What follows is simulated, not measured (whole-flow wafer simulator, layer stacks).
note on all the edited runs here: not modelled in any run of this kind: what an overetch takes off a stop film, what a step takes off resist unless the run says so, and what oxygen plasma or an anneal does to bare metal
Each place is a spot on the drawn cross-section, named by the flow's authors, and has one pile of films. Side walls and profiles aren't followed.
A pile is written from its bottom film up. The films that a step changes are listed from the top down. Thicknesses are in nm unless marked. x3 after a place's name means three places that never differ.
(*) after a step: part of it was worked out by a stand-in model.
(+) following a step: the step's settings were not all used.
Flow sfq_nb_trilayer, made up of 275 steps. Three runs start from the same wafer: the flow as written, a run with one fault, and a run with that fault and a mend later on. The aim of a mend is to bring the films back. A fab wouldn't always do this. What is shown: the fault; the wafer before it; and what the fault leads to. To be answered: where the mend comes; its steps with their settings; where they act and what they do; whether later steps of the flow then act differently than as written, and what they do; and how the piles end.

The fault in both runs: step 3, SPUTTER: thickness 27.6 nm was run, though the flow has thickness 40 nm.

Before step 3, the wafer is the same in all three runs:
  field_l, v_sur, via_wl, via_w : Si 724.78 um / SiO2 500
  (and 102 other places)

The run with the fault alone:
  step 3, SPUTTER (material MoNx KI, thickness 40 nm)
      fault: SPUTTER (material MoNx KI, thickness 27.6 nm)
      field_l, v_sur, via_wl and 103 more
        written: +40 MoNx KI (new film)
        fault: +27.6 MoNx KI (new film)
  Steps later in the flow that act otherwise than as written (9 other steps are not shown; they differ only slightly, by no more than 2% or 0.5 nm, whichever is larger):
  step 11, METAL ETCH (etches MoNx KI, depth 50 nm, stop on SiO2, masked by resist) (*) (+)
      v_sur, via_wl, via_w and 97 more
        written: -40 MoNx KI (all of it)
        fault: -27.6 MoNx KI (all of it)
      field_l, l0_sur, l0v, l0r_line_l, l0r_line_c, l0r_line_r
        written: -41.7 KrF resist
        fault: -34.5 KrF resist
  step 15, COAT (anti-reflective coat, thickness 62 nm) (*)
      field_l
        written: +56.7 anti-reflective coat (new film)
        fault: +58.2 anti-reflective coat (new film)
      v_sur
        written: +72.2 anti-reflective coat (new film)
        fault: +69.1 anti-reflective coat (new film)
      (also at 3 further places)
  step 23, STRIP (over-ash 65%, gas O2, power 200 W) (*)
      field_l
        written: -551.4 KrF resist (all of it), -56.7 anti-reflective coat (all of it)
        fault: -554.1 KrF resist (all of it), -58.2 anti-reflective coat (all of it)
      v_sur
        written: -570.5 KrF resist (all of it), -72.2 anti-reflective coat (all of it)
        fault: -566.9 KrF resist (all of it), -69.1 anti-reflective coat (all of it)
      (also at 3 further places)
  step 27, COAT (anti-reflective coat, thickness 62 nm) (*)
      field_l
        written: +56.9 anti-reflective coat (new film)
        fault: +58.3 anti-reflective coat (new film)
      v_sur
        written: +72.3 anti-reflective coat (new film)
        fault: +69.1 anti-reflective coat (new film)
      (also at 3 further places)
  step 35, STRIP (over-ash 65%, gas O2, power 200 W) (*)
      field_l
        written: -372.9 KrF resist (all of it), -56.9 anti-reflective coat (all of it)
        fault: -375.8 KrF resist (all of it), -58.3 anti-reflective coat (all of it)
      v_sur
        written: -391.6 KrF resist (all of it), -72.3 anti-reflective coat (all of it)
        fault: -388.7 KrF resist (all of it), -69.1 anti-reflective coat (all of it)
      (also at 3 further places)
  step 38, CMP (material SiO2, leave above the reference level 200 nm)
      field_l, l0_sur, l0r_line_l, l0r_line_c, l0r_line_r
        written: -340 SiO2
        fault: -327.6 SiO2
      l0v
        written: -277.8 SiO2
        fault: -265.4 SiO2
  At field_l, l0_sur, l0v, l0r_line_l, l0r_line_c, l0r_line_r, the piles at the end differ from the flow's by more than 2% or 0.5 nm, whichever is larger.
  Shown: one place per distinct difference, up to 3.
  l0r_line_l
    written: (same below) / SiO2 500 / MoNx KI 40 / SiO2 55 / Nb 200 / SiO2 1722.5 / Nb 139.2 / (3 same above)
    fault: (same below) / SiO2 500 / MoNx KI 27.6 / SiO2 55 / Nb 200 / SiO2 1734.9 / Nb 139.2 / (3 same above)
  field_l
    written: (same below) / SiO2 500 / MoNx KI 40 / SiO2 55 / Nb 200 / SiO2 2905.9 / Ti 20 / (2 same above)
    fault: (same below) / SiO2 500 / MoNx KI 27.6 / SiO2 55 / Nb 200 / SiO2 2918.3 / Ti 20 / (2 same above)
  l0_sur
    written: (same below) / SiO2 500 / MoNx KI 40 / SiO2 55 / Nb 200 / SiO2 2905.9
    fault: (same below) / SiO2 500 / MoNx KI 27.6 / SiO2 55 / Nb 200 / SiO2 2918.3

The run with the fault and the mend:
  After step 9 comes the mend.
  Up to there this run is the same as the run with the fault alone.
  step 9a, STRIP (over-ash 65%, gas O2, power 200 W) (*)
      v_sur, via_wl, via_w and 97 more
        -62 anti-reflective coat (all of it)
      field_l, l0_sur, l0v, l0r_line_l, l0r_line_c, l0r_line_r
        -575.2 KrF resist (all of it), -62 anti-reflective coat (all of it)
  step 9b, SPUTTER (material MoNx KI, thickness 12.4 nm) (the flow's step 3 again, with other settings)
      field_l, v_sur, via_wl and 103 more
        +12.4 MoNx KI
  step 9c, COAT (anti-reflective coat, thickness 62 nm) (the flow's step 4 again)
      field_l, v_sur, via_wl and 103 more
        +62 anti-reflective coat (new film)
  step 9d, COAT (KrF resist, thickness 600 nm) (the flow's step 5 again)
      field_l, v_sur, via_wl and 103 more
        +600 KrF resist (new film)
  step 9e, SOFTBAKE (KrF resist) (the flow's step 6 again)
      does not change any film at any place that is followed
  step 9f, EXPOSE (photomask L0, dose 11.59 mJ/cm2, NA 0.6, wavelength 248 nm) (*) (the flow's step 7 again)
      does not change any film at any place that is followed
  step 9g, PEB (KrF resist, 90 s) (the flow's step 8 again)
      field_l, v_sur, via_wl and 103 more
        -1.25 KrF resist
  step 9h, DEVELOP (KrF resist, thickness 600 nm, 60 s) (the flow's step 9 again)
      v_sur, via_wl, via_w and 97 more
        -598.7 KrF resist (all of it)
      field_l, l0_sur, l0v, l0r_line_l, l0r_line_c, l0r_line_r
        -23.5 KrF resist
  Every later step of the flow that is run acts as written at every place that is followed.
  The piles end the same as the flow's at every place that both follow.
